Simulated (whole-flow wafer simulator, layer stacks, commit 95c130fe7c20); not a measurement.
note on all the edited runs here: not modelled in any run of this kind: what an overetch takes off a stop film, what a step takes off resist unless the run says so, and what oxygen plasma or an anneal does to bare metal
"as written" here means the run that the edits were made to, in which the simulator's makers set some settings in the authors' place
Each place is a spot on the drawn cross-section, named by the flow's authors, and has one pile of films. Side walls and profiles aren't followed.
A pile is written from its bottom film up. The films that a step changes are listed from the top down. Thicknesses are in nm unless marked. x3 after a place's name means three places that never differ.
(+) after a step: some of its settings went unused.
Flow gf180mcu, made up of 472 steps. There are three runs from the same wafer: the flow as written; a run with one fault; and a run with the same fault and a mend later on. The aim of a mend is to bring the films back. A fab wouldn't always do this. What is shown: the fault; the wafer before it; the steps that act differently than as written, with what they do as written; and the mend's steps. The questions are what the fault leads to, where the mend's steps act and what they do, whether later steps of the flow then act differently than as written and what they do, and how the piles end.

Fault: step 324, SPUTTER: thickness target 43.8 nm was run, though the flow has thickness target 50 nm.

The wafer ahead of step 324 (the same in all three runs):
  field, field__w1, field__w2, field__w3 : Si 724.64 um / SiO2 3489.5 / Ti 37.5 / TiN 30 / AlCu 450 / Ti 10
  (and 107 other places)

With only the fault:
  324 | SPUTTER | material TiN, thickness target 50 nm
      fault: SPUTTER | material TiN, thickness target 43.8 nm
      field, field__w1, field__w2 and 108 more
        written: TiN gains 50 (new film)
        fault: TiN gains 43.8 (new film)
  Steps later in the flow that act otherwise than as written (5 more steps, not shown, differ only slightly: by at most 2% or 0.5 nm, whichever is larger):
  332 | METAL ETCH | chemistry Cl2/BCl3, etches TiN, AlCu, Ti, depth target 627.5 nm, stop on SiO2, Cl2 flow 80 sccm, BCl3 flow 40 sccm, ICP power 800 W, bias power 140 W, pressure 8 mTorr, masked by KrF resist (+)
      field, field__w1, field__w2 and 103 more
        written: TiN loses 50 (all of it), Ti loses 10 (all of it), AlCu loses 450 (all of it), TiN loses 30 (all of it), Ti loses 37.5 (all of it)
        fault: TiN loses 43.8 (all of it), Ti loses 10 (all of it), AlCu loses 450 (all of it), TiN loses 30 (all of it), Ti loses 37.5 (all of it)
  At field__w8, contact, m1, m1__w1, m1_nw, the piles at the end differ from the flow's by more than 2% or 0.5 nm, whichever is larger.
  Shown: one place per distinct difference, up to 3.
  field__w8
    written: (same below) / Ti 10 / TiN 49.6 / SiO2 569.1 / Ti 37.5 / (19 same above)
    fault: (same below) / Ti 10 / TiN 43.4 / SiO2 575.3 / Ti 37.5 / (19 same above)
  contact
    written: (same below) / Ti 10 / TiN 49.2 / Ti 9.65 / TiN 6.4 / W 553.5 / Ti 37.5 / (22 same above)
    fault: (same below) / Ti 10 / TiN 43 / Ti 9.62 / TiN 6.38 / W 559.8 / Ti 37.5 / (22 same above)

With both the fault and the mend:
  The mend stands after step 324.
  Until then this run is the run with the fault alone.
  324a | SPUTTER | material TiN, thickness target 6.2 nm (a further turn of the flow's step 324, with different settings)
      field, field__w1, field__w2 and 108 more
        TiN gains 6.2
  Later steps of the flow that are run all act as written at every place that is followed.
  At every place that both follow, the piles at the end match the flow's.
